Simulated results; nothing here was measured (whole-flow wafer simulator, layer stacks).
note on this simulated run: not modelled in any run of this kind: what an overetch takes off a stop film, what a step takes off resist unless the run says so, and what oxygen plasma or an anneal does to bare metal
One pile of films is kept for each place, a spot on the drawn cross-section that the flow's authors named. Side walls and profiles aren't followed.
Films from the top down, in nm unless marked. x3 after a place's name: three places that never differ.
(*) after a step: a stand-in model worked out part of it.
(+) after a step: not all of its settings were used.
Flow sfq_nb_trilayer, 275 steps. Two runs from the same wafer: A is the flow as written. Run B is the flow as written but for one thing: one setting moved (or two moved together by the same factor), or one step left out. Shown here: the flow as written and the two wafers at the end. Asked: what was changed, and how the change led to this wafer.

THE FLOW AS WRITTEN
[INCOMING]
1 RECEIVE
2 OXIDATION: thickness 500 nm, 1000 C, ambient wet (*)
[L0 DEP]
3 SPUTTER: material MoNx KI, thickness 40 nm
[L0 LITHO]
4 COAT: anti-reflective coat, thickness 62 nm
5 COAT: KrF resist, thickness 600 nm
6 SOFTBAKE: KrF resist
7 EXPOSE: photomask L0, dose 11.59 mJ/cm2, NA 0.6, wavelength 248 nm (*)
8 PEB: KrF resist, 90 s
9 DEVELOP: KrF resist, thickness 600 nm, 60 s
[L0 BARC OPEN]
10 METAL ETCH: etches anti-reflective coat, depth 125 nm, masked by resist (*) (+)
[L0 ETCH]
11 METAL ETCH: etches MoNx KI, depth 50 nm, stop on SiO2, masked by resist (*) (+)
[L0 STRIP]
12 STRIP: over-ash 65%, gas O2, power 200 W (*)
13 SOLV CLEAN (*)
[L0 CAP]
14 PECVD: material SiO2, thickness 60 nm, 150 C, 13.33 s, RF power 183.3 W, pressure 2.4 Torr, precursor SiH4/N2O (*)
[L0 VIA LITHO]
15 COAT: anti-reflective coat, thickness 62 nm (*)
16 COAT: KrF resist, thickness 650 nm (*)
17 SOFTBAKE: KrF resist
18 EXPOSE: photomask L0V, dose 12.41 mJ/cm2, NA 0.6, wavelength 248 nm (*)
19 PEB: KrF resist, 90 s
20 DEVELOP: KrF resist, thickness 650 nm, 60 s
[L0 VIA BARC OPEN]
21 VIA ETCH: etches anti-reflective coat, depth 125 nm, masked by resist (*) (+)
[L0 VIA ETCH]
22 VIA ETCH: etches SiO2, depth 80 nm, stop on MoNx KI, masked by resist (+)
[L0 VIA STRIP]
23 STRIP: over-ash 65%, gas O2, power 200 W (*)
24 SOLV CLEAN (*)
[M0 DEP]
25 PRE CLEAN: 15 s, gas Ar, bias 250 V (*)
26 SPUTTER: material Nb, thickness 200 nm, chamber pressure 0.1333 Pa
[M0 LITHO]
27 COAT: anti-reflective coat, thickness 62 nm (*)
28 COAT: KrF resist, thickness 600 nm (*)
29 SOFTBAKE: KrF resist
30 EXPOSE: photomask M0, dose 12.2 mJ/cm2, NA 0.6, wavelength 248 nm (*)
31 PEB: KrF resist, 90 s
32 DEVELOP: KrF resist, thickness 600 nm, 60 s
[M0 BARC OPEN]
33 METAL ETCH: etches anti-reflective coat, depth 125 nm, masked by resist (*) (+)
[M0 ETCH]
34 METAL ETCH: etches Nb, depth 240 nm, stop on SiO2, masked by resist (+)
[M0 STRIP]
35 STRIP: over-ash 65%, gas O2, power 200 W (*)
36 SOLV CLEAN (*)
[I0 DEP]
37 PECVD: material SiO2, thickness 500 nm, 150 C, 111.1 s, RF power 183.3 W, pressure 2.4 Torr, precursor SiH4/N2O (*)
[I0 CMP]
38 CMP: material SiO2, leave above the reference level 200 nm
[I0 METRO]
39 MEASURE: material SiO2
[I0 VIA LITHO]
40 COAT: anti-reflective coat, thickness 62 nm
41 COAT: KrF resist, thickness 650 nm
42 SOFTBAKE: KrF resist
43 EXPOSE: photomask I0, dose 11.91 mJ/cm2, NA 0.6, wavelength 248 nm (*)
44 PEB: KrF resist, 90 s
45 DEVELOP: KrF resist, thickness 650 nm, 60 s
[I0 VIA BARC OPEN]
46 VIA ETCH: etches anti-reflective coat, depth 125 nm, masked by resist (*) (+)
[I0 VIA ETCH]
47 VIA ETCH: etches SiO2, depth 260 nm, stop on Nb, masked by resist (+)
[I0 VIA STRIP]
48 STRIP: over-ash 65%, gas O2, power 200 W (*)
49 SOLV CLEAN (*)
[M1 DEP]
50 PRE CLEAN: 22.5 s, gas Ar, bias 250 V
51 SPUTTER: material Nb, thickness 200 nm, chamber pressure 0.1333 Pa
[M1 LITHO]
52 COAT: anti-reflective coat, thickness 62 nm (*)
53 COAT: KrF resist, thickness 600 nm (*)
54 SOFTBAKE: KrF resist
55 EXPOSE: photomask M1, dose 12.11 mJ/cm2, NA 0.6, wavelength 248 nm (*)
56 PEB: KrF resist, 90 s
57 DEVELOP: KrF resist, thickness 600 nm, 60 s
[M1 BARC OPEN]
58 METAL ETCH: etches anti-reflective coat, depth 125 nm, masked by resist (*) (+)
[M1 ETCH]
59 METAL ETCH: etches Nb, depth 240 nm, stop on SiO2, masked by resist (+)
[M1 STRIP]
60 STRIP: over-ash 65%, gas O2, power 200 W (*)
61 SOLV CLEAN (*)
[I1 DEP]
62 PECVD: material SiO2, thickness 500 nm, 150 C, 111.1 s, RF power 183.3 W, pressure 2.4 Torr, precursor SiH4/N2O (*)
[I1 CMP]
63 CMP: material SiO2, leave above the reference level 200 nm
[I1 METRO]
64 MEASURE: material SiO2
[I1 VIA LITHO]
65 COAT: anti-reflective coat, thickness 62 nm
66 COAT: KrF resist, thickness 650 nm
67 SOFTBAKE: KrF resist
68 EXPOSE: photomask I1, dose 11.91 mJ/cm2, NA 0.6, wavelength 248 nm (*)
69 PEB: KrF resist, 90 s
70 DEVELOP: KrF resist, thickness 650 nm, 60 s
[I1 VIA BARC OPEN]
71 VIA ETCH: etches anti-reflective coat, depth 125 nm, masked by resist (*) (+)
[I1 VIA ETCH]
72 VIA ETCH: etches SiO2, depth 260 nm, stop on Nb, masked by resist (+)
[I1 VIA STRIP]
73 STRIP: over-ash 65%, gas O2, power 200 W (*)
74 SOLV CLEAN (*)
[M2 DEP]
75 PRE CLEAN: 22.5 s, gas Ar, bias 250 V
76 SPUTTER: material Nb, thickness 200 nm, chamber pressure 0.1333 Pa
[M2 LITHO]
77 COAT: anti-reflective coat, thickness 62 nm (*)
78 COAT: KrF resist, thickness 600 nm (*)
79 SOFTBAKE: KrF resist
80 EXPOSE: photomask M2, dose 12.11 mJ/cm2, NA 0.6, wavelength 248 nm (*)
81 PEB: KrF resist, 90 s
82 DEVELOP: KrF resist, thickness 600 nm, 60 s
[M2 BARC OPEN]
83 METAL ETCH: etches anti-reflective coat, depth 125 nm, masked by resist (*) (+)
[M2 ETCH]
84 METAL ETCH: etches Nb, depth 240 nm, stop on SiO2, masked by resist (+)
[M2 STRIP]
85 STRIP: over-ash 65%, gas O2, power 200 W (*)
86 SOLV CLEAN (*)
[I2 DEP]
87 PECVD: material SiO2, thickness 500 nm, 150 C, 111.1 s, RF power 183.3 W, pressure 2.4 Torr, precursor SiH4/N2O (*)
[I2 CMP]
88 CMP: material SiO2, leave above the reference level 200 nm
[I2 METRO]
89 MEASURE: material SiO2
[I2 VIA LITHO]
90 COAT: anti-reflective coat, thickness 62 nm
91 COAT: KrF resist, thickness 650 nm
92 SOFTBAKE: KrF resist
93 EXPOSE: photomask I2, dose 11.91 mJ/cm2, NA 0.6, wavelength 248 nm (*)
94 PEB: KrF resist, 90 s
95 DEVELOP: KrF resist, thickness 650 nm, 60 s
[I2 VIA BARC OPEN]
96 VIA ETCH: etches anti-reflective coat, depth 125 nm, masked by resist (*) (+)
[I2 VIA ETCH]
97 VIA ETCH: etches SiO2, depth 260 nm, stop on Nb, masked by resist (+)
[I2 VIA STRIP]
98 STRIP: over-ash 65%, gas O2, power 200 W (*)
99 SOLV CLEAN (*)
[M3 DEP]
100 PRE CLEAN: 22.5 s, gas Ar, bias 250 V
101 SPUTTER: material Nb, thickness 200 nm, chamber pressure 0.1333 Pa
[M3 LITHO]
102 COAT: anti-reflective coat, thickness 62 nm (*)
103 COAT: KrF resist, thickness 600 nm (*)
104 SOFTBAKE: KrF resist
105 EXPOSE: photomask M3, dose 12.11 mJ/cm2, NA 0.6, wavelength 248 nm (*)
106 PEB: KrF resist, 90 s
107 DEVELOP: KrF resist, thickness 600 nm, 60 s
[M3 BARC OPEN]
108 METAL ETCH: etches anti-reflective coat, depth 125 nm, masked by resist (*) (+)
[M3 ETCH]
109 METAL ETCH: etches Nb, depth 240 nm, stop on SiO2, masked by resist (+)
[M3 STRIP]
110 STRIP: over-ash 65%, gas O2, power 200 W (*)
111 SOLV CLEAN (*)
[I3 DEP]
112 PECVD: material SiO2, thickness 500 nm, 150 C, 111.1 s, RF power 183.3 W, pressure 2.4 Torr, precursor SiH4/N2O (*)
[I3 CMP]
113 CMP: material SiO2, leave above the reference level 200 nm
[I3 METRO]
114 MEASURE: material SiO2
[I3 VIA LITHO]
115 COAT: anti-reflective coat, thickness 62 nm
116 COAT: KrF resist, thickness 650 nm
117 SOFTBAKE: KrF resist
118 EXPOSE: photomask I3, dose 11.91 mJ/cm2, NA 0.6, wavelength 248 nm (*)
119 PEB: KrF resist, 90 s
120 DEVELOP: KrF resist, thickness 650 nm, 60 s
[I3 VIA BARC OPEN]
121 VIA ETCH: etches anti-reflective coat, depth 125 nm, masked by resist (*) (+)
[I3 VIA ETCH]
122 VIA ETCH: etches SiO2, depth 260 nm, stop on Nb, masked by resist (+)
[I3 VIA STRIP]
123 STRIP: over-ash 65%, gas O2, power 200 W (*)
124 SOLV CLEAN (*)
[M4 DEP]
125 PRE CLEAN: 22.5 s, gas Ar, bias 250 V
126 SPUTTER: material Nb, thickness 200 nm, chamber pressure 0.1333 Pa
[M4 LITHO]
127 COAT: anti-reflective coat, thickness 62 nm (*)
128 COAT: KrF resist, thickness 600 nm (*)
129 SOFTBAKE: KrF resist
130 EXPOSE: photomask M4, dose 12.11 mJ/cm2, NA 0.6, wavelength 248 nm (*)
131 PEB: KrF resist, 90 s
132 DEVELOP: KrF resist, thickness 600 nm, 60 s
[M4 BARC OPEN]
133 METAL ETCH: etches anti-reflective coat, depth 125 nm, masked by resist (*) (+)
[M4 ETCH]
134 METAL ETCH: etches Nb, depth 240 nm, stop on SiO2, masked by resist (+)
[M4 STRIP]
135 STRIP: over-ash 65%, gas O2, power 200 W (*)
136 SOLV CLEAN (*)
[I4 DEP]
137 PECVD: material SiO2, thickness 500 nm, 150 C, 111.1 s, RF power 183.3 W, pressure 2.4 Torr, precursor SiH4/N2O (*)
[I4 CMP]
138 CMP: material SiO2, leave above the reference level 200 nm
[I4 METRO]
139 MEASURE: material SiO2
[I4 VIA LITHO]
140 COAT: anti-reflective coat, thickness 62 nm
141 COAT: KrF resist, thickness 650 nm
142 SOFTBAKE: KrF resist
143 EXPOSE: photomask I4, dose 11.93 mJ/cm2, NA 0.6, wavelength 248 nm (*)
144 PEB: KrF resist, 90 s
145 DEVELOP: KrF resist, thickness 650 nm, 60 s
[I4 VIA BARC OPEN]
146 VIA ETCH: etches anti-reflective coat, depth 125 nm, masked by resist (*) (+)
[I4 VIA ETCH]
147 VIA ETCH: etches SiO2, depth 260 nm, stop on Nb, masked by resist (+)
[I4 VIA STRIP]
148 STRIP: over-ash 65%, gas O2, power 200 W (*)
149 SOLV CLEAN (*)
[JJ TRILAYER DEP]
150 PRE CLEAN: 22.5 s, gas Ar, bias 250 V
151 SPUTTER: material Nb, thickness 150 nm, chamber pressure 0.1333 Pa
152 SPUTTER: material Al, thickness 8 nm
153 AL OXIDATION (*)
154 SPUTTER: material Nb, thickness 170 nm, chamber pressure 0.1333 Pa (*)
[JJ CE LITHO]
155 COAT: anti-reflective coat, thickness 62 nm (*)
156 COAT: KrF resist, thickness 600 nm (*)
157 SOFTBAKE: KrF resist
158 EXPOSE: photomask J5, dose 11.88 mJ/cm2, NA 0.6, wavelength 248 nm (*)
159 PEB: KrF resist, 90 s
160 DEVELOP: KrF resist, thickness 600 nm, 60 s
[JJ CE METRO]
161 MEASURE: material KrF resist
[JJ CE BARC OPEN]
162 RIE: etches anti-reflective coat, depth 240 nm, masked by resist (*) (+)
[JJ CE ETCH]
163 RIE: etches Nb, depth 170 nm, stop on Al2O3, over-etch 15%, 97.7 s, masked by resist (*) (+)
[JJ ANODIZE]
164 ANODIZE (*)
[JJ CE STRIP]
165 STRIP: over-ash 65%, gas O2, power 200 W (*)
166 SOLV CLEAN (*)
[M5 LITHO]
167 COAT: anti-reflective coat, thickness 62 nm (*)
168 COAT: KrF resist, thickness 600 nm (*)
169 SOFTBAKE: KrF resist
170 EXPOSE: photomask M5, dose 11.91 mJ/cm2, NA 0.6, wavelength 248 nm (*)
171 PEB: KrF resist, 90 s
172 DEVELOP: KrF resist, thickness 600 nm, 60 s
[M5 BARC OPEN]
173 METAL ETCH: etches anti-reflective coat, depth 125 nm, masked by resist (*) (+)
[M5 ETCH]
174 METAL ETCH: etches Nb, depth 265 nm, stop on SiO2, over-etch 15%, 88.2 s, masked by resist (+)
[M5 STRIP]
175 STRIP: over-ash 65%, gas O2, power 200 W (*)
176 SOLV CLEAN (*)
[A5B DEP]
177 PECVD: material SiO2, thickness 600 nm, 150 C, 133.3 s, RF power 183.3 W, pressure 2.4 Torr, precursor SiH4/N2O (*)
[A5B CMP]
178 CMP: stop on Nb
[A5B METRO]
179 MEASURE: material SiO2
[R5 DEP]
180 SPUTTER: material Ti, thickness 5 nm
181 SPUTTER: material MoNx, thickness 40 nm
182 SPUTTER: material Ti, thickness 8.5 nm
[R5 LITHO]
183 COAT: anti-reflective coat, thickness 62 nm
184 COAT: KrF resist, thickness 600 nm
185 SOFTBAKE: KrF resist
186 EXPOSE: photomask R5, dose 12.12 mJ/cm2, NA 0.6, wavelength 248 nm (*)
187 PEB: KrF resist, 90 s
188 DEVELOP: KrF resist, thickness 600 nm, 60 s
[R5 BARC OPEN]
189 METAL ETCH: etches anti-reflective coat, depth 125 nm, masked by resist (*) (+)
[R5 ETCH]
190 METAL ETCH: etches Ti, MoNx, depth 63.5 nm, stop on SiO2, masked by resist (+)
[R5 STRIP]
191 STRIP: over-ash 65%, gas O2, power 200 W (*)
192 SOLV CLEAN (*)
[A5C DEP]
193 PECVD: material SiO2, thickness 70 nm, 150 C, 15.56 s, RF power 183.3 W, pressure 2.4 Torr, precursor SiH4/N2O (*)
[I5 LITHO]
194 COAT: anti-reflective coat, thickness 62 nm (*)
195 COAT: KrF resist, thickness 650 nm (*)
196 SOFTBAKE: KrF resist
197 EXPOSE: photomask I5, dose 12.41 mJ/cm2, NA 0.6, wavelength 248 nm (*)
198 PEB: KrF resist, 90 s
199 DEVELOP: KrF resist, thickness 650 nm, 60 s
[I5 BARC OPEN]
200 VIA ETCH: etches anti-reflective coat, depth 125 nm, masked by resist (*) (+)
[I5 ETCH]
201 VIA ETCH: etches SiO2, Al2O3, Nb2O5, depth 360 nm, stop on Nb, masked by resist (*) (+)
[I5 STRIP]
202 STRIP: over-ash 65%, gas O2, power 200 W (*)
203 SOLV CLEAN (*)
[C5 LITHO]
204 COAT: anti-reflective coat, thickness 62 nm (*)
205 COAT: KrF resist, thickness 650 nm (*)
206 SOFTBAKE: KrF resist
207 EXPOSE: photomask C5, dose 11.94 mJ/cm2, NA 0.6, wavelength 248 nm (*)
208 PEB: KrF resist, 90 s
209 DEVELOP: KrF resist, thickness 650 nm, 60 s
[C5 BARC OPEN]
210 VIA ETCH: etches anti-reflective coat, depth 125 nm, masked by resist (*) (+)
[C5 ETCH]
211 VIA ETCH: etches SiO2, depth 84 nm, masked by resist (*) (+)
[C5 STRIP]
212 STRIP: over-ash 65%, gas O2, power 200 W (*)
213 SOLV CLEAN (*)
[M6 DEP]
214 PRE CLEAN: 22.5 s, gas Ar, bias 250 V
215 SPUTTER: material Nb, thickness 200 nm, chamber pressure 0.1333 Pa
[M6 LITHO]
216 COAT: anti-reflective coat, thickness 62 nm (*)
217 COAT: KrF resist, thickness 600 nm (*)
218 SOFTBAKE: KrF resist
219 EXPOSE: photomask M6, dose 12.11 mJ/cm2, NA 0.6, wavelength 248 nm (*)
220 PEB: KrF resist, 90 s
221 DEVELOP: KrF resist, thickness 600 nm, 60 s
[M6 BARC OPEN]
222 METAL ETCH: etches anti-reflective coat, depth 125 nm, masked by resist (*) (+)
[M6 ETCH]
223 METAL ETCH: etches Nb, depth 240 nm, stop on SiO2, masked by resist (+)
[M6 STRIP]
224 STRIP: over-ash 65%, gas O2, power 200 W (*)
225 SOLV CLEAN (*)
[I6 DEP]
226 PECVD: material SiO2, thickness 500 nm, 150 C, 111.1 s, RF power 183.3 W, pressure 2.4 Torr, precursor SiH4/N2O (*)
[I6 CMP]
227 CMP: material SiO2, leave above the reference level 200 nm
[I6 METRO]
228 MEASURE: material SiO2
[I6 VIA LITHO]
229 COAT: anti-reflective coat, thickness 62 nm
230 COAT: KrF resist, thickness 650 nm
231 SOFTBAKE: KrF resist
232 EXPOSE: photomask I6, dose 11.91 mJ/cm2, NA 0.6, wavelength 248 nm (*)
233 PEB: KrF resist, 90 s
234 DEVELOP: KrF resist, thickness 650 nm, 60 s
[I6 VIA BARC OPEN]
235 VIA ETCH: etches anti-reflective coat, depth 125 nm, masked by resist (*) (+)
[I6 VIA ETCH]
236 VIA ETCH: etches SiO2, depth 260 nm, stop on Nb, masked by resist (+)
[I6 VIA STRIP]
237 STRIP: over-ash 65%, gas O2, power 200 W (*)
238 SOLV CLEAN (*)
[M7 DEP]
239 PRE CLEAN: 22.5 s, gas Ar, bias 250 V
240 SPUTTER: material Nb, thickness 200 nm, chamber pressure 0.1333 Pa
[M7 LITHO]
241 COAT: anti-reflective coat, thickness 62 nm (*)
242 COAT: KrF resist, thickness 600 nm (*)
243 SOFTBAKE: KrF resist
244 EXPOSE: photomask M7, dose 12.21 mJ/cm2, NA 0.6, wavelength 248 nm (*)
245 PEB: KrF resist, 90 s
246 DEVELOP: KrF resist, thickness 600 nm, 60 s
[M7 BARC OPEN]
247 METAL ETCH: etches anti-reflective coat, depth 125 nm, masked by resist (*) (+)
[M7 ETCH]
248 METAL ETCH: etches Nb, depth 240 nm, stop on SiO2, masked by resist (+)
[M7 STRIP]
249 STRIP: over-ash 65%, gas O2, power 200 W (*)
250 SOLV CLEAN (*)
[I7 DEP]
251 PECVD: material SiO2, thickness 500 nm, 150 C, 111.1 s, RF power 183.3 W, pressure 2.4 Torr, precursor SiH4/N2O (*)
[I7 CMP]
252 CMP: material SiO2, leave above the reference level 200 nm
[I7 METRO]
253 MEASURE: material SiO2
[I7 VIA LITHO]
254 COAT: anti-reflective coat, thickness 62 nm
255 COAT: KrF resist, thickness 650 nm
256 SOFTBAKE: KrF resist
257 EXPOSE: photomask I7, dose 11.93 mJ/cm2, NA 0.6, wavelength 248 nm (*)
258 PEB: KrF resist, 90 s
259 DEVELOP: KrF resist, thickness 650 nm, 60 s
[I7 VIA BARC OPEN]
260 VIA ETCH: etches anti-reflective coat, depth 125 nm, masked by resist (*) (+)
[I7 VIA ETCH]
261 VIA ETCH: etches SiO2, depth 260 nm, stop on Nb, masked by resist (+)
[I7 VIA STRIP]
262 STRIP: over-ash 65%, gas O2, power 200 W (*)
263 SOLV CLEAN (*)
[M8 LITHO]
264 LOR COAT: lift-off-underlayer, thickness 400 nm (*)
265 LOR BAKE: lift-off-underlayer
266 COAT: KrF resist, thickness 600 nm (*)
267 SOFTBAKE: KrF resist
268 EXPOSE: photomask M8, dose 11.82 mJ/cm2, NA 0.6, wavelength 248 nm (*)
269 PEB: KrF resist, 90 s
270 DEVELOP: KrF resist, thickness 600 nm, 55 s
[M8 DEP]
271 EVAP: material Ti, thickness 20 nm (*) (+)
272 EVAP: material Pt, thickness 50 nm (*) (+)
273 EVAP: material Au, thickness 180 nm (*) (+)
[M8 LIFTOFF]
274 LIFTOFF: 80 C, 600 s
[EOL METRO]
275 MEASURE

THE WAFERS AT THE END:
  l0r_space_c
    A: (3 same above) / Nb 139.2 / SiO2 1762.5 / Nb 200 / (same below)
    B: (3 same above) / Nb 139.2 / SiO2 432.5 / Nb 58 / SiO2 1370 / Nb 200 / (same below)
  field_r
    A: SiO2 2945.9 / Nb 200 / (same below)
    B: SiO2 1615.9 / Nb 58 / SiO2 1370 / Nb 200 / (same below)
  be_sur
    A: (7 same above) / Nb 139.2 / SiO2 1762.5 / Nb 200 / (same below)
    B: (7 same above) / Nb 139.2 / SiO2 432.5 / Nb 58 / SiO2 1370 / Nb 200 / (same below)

The cause: step 126, SPUTTER: thickness 298 nm was run, where the flow has thickness 200 nm.

How the change led to this, step by step:
  126 SPUTTER: material Nb, thickness 200 nm, chamber pressure 0.1333 Pa
      field_l, v_sur, via_wl and 102 more: A Nb +200 (new film) | B Nb +298 (new film)
      via_v: A Nb +165.5 | B Nb +248.1
  134 METAL ETCH: etches Nb, depth 240 nm, stop on SiO2, masked by resist (+)
      field_l, be, be_sur and 64 more: A Nb -200 (all of it) | B Nb -240
  135 STRIP: over-ash 65%, gas O2, power 200 W (*)
      via_v: A KrF resist -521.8 (all of it), anti-reflective coat -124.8 (all of it) | B KrF resist -532.7 (all of it), anti-reflective coat -127.1 (all of it)
  137 PECVD: material SiO2, thickness 500 nm, 150 C, 111.1 s, RF power 183.3 W, pressure 2.4 Torr, precursor SiH4/N2O (*)
      field_l, be, be_sur and 55 more: A SiO2 +500 | B SiO2 +500 (new film)
      p3_s0, p3_s1, p3_s2, p3_s3, p3_s4, p3_s5: A SiO2 +557.1 | B SiO2 +597.1 (new film)
      (and at 3 more places)
  138 CMP: material SiO2, leave above the reference level 200 nm
      field_l, be, be_sur and 55 more: A SiO2 -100 | B SiO2 -60
      lsp_r, l0_sur, l0v: A SiO2 -91.9 | B SiO2 -50.3
      (and at 1 more place)
Counting metal films that touch as one body, l0r_space_c has 3 bodies (between them, from the top down: SiO2 432.5; SiO2 1370); the flow as written gives 2 bodies (between them, from the top down: SiO2 1762.5).
Counting metal films that touch as one body, field_r has 2 bodies (between them, from the top down: SiO2 1370); the flow as written gives 1 body.
Counting metal films that touch as one body, be_sur has 5 bodies (between them, from the top down: SiO2 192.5; SiO2 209 / Al2O3 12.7 / Nb2O5 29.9; SiO2 432.5; SiO2 1370); the flow as written gives 4 bodies (between them, from the top down: SiO2 192.5; SiO2 209 / Al2O3 12.7 / Nb2O5 29.9; SiO2 1762.5).
